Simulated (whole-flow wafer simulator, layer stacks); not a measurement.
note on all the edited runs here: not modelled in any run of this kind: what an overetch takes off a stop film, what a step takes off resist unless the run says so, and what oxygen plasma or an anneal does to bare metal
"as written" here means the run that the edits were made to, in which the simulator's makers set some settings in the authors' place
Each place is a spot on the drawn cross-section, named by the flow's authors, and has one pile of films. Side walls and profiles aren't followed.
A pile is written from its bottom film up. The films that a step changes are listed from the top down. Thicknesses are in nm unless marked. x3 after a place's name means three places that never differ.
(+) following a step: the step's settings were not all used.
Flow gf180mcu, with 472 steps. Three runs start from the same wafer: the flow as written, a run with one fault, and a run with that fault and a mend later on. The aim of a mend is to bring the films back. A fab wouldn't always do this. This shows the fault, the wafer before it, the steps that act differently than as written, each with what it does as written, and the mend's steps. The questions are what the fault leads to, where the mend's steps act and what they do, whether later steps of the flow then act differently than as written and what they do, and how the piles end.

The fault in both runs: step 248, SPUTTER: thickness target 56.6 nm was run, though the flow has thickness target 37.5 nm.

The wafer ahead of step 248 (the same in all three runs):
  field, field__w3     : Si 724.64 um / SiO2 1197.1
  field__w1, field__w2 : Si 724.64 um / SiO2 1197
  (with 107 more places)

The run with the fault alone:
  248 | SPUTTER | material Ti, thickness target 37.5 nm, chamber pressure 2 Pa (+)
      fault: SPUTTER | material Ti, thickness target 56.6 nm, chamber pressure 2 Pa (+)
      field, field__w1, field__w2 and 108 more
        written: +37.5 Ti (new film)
        fault: +56.6 Ti (new film)
  Steps later in the flow that act otherwise than as written:
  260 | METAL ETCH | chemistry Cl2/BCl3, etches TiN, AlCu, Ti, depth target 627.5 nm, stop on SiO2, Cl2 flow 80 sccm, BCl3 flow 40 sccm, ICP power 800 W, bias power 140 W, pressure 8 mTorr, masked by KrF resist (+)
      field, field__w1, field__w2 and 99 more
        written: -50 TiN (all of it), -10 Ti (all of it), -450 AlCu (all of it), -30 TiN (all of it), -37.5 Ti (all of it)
        fault: -50 TiN (all of it), -10 Ti (all of it), -450 AlCu (all of it), -30 TiN (all of it), -56.6 Ti (all of it)
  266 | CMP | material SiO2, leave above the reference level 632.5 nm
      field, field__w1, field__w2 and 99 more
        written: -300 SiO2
        fault: -280.9 SiO2
  At field__w8, contact, m1 and 6 more, the piles at the end differ from the flow's by more than 2% or 0.5 nm, whichever is larger.
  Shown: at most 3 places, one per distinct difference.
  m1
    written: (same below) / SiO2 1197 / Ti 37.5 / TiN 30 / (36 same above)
    fault: (same below) / SiO2 1197 / Ti 56.6 / TiN 30 / (36 same above)
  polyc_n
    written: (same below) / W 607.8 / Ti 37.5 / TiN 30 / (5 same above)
    fault: (same below) / W 607.8 / Ti 56.6 / TiN 30 / (5 same above)
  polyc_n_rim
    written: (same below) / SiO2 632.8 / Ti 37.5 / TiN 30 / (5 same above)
    fault: (same below) / SiO2 632.8 / Ti 56.6 / TiN 30 / (5 same above)

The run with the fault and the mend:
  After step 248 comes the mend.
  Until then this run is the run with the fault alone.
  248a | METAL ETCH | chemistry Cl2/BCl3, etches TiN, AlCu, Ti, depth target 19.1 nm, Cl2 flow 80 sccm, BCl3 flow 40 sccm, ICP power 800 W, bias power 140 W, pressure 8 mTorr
      field, field__w1, field__w2 and 108 more
        -19.1 Ti
  Every later step of the flow that is run acts as written at every place that is followed.
  The piles end the same as the flow's at every place that both follow.
